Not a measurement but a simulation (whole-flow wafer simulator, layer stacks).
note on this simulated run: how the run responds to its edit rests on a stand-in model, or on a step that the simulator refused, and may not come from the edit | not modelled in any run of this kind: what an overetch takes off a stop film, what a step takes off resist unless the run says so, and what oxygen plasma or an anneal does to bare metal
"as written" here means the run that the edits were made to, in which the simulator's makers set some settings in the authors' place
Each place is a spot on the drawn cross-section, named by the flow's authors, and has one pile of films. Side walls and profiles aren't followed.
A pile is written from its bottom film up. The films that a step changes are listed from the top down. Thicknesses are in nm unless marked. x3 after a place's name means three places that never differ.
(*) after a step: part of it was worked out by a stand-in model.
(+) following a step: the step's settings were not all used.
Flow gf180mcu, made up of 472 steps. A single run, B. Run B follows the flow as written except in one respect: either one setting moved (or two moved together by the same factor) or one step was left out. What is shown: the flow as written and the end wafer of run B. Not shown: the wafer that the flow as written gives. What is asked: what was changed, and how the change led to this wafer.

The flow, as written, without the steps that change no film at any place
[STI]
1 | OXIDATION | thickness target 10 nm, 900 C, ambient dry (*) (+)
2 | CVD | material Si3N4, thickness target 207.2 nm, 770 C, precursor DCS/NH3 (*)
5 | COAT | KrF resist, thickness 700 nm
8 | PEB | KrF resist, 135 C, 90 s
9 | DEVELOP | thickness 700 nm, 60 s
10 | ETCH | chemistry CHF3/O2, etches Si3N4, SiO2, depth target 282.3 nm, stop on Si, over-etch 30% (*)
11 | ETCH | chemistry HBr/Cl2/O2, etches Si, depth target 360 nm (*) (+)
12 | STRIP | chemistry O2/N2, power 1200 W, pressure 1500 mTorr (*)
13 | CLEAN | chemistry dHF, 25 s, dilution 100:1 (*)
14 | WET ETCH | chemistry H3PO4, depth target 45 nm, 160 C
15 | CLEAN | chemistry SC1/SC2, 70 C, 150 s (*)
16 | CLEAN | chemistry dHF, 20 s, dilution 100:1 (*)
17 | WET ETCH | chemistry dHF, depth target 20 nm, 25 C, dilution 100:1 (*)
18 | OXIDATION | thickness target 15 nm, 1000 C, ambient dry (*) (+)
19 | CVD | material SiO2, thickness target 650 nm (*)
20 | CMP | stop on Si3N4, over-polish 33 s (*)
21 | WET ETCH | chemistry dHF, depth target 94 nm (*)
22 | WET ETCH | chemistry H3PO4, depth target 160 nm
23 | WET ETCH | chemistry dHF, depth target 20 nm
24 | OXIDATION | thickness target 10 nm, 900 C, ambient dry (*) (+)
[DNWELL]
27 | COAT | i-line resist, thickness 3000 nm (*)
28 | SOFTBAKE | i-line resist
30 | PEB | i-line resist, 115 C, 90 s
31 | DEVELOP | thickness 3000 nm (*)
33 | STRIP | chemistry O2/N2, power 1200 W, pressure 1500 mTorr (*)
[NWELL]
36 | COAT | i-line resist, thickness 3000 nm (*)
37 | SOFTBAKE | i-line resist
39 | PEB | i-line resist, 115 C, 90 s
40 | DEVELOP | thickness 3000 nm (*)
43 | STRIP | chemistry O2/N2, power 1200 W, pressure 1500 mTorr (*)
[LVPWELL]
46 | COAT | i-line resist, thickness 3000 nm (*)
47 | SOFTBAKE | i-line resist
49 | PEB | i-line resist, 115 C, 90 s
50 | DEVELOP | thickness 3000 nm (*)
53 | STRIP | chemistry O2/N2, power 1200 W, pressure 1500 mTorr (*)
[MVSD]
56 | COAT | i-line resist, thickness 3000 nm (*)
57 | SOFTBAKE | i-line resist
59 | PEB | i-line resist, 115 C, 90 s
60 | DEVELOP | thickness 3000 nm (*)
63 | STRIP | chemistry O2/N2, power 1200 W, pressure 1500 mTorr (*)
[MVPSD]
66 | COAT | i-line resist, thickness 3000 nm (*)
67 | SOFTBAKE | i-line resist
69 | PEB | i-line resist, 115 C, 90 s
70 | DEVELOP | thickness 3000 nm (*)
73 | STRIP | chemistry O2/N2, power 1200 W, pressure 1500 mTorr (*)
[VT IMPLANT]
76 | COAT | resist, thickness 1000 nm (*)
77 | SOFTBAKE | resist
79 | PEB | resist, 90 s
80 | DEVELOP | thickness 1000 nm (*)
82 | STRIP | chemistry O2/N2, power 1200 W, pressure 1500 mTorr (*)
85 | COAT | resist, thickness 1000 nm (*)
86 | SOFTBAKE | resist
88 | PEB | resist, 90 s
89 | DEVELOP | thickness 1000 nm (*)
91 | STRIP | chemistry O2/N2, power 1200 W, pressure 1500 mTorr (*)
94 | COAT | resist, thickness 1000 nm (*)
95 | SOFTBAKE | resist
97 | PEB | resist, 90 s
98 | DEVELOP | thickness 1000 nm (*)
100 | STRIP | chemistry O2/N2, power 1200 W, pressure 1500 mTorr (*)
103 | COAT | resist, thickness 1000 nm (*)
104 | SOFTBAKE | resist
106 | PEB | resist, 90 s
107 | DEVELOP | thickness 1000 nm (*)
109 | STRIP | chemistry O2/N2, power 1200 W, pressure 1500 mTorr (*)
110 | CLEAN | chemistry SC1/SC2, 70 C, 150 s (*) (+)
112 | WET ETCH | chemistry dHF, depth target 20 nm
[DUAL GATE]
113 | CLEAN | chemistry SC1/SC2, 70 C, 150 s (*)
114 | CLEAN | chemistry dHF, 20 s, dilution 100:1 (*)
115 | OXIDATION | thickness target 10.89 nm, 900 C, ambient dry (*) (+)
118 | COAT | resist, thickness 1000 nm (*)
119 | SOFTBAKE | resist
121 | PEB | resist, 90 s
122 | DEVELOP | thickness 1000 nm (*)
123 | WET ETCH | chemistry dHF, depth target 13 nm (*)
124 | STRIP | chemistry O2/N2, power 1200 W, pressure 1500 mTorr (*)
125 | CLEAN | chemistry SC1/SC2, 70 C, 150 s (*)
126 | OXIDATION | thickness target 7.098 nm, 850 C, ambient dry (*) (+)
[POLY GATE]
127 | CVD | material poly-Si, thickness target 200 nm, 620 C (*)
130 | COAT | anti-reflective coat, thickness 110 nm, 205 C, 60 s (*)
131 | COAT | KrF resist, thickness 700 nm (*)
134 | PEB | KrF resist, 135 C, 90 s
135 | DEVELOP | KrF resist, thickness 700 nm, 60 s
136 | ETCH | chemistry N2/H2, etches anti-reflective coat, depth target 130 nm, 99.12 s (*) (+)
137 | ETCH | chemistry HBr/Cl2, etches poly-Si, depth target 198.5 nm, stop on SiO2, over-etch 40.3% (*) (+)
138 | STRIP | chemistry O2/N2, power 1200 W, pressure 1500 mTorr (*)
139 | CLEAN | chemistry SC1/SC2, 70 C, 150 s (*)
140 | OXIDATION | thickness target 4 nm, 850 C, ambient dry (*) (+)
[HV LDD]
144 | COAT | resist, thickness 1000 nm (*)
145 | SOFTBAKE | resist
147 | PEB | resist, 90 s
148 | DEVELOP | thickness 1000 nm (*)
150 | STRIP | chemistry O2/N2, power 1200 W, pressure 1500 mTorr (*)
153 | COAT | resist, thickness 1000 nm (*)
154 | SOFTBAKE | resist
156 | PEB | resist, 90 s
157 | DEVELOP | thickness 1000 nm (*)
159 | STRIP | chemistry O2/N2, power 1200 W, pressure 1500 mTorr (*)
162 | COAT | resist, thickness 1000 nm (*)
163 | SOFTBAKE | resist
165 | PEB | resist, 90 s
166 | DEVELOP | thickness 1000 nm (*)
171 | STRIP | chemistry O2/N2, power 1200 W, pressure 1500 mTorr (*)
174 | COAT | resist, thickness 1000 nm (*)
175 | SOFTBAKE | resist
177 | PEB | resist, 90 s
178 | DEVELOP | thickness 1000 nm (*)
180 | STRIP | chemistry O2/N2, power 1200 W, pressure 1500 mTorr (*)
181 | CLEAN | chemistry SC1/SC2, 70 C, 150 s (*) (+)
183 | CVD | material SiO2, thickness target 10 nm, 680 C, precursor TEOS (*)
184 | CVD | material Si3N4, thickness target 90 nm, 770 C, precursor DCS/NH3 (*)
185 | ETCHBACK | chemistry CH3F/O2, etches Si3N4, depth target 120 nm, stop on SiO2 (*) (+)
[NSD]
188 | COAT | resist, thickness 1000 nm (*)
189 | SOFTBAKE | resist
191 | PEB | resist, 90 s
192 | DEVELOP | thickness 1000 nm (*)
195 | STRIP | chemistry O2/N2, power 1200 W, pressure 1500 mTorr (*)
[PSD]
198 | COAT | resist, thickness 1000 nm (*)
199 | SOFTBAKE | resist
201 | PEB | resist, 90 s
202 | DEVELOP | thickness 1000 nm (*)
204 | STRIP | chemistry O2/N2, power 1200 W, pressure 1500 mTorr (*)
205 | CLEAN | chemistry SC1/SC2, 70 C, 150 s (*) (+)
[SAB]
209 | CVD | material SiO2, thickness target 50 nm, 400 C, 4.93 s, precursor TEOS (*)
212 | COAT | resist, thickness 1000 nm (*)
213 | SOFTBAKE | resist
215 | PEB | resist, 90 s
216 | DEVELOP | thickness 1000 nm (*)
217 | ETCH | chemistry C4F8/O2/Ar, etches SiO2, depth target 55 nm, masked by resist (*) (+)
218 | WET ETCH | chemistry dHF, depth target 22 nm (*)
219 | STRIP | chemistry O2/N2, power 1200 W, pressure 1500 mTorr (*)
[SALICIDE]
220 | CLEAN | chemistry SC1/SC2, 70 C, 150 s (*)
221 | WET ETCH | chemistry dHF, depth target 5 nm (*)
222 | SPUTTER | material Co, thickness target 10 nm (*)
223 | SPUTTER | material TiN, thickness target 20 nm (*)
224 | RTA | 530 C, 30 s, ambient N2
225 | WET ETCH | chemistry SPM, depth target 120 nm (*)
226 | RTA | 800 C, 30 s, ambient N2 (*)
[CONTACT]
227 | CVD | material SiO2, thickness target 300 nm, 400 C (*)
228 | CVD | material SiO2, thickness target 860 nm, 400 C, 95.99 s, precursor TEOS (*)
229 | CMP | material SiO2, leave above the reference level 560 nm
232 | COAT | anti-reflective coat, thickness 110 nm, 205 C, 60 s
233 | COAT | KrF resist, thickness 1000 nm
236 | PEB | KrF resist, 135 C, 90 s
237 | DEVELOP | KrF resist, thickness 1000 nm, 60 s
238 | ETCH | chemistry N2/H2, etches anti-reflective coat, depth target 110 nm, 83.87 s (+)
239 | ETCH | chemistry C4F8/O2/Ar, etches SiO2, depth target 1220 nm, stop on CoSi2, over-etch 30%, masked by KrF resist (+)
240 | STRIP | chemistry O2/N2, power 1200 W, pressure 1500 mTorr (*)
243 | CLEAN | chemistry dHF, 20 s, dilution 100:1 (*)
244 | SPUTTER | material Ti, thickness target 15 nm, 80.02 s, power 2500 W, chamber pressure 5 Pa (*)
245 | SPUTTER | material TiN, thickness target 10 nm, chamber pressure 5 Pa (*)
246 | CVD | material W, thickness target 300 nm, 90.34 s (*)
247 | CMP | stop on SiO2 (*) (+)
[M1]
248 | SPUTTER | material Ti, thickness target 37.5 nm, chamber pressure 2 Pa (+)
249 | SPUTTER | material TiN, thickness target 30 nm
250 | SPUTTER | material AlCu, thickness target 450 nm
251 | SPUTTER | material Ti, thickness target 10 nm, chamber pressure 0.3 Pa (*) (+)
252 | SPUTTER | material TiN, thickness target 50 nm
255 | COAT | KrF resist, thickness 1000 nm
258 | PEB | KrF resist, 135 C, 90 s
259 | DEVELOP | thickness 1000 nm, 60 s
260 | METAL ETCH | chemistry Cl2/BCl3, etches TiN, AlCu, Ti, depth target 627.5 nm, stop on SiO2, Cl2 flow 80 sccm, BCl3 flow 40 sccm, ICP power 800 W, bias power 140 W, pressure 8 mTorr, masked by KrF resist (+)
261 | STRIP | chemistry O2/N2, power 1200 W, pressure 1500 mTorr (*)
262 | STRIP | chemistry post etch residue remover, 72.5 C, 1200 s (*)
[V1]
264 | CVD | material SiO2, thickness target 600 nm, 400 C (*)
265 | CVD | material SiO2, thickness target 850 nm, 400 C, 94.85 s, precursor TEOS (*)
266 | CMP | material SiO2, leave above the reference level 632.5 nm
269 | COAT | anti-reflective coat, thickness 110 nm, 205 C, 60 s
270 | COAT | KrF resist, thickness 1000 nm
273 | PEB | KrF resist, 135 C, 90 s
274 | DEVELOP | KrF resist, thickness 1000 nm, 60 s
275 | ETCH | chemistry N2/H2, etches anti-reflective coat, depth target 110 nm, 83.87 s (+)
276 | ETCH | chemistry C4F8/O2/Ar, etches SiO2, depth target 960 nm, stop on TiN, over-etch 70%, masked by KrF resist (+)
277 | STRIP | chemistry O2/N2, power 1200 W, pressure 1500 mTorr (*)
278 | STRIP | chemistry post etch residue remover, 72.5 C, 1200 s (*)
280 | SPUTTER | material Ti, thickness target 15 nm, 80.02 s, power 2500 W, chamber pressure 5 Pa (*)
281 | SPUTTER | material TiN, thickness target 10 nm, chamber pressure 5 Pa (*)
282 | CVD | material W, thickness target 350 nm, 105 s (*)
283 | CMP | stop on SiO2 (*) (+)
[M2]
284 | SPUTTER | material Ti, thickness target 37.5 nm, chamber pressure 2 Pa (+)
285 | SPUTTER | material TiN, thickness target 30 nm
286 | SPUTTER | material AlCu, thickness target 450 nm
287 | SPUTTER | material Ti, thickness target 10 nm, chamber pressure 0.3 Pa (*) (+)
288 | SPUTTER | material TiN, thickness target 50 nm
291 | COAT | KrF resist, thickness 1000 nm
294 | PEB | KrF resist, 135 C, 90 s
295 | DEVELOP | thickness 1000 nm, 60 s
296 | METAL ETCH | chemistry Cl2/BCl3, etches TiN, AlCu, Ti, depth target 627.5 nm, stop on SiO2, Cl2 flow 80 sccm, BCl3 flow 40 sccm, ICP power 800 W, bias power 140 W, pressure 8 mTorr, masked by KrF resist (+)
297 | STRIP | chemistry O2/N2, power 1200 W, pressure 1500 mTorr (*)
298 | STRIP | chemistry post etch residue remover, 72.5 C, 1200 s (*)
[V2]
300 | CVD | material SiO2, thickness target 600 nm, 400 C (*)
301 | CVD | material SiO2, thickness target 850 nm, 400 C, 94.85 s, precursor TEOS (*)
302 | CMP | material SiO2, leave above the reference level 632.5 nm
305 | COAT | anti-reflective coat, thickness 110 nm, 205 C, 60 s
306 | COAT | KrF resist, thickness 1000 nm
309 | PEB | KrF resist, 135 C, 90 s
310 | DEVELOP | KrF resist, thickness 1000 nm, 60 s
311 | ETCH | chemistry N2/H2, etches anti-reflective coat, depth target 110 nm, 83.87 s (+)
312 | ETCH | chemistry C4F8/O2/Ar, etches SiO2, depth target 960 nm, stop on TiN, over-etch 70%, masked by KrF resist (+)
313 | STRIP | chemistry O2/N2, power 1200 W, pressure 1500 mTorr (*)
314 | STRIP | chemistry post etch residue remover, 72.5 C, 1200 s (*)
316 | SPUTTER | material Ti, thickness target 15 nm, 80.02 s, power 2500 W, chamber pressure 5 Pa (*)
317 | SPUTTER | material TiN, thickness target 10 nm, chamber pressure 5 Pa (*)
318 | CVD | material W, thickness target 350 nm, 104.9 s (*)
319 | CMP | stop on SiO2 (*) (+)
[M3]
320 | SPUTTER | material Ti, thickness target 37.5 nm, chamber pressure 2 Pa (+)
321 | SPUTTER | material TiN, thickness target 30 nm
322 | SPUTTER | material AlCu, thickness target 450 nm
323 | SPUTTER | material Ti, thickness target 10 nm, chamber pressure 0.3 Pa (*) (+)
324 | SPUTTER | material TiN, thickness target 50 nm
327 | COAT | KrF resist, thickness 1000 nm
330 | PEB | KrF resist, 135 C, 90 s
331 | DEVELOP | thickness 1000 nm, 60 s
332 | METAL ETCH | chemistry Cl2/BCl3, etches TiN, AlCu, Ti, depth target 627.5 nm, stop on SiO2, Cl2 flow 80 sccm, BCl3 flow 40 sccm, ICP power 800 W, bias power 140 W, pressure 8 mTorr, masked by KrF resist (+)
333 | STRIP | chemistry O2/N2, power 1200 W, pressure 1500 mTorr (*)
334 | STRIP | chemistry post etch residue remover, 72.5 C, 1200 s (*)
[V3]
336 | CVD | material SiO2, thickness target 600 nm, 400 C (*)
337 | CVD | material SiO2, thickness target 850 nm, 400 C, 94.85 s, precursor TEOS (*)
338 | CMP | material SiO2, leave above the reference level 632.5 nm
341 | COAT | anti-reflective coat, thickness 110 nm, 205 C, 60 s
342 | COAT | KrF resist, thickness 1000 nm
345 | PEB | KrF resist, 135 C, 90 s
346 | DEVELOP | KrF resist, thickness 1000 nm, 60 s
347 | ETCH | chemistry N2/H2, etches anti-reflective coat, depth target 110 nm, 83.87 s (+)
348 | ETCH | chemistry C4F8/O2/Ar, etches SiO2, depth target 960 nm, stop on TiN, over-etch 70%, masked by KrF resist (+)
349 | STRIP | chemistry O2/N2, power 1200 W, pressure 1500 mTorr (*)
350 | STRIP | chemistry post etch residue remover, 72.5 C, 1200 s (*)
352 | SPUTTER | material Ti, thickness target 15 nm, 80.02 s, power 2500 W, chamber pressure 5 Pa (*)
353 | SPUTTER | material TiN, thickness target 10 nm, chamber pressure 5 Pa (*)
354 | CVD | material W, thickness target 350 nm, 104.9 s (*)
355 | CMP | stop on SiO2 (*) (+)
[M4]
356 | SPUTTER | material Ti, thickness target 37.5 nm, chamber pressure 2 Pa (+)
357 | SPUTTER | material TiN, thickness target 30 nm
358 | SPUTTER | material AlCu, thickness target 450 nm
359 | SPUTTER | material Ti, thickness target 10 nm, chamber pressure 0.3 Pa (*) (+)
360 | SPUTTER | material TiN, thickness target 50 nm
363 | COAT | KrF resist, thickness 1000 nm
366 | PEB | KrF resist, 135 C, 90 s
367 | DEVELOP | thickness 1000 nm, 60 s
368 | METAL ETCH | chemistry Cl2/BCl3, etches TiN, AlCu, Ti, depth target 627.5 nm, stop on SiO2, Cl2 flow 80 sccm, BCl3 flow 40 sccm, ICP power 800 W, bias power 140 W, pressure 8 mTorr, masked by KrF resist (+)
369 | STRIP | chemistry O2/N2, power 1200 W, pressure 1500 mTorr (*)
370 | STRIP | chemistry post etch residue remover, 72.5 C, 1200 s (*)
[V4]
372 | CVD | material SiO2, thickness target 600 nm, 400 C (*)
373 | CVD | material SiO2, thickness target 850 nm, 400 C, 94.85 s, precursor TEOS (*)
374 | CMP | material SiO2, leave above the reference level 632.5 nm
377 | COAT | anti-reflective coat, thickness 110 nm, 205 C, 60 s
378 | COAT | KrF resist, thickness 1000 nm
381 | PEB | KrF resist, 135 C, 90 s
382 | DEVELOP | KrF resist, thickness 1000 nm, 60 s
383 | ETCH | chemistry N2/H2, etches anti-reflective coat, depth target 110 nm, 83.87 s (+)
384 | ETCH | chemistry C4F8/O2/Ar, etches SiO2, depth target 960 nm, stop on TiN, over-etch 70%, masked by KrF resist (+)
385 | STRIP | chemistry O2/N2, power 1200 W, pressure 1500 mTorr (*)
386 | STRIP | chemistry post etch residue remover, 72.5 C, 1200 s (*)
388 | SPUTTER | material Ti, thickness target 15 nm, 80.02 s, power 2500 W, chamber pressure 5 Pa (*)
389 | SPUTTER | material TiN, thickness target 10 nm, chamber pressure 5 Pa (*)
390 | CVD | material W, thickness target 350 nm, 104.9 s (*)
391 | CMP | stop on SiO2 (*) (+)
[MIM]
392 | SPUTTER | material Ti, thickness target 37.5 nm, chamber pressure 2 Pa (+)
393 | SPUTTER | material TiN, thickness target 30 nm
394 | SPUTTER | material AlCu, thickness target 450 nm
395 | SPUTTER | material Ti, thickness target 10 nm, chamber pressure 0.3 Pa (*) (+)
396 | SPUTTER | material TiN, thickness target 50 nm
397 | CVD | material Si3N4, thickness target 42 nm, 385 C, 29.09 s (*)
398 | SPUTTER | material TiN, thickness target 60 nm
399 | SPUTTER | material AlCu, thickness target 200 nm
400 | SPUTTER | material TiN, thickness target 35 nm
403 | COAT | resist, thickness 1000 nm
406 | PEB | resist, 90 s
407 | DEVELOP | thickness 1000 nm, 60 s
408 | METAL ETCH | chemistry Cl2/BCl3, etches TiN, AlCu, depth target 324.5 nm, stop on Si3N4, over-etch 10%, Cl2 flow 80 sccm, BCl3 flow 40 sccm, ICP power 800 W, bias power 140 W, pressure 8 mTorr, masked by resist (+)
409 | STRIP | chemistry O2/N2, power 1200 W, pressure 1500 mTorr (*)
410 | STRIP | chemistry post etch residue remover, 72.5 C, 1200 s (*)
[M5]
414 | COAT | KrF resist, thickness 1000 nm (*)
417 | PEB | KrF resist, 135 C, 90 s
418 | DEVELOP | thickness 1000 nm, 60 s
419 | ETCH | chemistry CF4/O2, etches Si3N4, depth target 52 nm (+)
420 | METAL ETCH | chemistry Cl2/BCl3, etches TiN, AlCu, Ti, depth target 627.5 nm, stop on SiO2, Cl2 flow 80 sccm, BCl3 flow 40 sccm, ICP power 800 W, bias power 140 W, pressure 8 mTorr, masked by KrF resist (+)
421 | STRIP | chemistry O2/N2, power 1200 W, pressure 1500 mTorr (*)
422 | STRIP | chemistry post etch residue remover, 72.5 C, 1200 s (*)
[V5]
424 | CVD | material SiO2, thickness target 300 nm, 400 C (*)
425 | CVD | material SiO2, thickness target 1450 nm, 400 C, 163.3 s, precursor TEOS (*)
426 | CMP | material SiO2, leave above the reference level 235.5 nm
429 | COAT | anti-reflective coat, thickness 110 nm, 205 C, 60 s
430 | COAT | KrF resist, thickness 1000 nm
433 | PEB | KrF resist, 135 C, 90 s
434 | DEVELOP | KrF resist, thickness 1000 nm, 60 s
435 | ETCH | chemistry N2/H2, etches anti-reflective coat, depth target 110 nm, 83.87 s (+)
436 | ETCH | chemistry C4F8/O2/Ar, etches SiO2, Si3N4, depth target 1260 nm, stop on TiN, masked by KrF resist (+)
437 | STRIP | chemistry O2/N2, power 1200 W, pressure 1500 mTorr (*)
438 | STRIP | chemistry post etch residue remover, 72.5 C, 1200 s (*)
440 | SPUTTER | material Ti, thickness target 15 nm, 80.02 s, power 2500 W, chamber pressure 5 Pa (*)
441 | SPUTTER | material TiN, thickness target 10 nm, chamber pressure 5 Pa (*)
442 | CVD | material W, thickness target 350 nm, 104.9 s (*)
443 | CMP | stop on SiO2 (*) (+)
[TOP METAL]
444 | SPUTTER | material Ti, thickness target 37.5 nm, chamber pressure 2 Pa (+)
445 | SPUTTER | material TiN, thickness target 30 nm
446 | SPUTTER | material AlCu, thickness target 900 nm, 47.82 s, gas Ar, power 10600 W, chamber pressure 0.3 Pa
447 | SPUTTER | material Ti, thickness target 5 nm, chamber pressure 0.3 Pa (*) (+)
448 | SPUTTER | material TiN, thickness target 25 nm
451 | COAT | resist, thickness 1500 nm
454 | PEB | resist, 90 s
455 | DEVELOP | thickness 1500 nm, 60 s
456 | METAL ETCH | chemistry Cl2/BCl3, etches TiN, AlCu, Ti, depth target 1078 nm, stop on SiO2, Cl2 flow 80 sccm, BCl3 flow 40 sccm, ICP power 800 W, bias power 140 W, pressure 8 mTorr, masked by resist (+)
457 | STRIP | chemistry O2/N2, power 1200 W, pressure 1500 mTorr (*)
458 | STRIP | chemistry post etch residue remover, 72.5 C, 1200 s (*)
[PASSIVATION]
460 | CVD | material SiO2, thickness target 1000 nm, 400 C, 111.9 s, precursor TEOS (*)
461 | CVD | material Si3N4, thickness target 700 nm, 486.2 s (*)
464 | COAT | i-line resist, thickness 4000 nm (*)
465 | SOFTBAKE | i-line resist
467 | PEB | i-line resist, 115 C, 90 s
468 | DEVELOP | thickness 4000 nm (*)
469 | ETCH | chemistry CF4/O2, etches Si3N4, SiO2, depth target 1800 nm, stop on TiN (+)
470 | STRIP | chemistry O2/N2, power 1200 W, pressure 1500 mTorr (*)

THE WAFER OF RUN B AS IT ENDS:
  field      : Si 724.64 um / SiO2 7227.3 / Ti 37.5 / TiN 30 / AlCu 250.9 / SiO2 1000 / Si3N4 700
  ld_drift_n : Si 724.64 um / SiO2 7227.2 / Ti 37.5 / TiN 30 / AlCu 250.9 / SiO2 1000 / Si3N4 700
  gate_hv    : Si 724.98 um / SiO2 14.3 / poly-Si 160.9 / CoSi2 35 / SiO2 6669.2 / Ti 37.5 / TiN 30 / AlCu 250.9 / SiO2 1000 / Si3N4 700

Cause: step 456, METAL ETCH: depth target 673.4 nm was run, whereas the flow has depth target 1078 nm.

How this came from the change, step by step:
  456 | METAL ETCH | chemistry Cl2/BCl3, etches TiN, AlCu, Ti, depth target 1078 nm, stop on SiO2, Cl2 flow 80 sccm, BCl3 flow 40 sccm, ICP power 800 W, bias power 140 W, pressure 8 mTorr, masked by resist (+)
      field, field__w1, field__w2 and 103 more: -25 TiN (all of it), -5 Ti (all of it), -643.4 AlCu (as written it would have been: -25 TiN (all of it), -5 Ti (all of it), -900 AlCu (all of it), -30 TiN (all of it), -37.5 Ti (all of it))
      field__w8, contact, m1, m1__w1, pad, m1_nw: -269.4 resist (as written it would have been: -431 resist)
  457 | STRIP | chemistry O2/N2, power 1200 W, pressure 1500 mTorr (*)
      field__w8, contact, m1, m1__w1, pad, m1_nw: -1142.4 resist (all of it) (as written it would have been: -980.8 resist (all of it))
  458 | STRIP | chemistry post etch residue remover, 72.5 C, 1200 s (*)
      field, field__w1, field__w2 and 103 more: -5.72 AlCu (as written it would have been: nothing)
  460 | CVD | material SiO2, thickness target 1000 nm, 400 C, 111.9 s, precursor TEOS (*)
      field, field__w1, field__w2 and 103 more: +1000 SiO2 (new film) (as written it would have been: +1000 SiO2)
  464 | COAT | i-line resist, thickness 4000 nm (*)
      field__w8: +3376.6 i-line resist (new film) (as written it would have been: +3093.1 i-line resist (new film))
      contact: +3412 i-line resist (new film) (as written it would have been: +3153.6 i-line resist (new film))
      (as well as at 4 more places)
  465 | SOFTBAKE | i-line resist
      field__w5, field__w9: +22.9 i-line resist (as written it would have been: +37.3 i-line resist)
      active_hv, ld_gate_n: +16.4 i-line resist (as written it would have been: +28.2 i-line resist)
      (as well as at 65 more places)
  467 | PEB | i-line resist, 115 C, 90 s
      field__w8, m1__w1: -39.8 i-line resist (as written it would have been: -34.7 i-line resist)
      contact, m1: -40 i-line resist (as written it would have been: -35.1 i-line resist)
      (as well as at 2 more places)
  468 | DEVELOP | thickness 4000 nm (*)
      pad: -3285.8 i-line resist (all of it) (as written it would have been: -2974.8 i-line resist (all of it))
  470 | STRIP | chemistry O2/N2, power 1200 W, pressure 1500 mTorr (*)
      field__w8, m1__w1: -2094.6 i-line resist (all of it) (as written it would have been: -1787.7 i-line resist (all of it))
      contact: -2108.7 i-line resist (all of it) (as written it would have been: -1811.2 i-line resist (all of it))
      (as well as at 2 more places)
With metal films that touch counted as one body, field has 1 body; the flow as written gives 0 bodies.
With metal films that touch counted as one body, ld_drift_n has 1 body; the flow as written gives 0 bodies.
With metal films that touch counted as one body, gate_hv has 2 bodies (between them, from the top down: SiO2 6669.2); the flow as written gives 1 body.
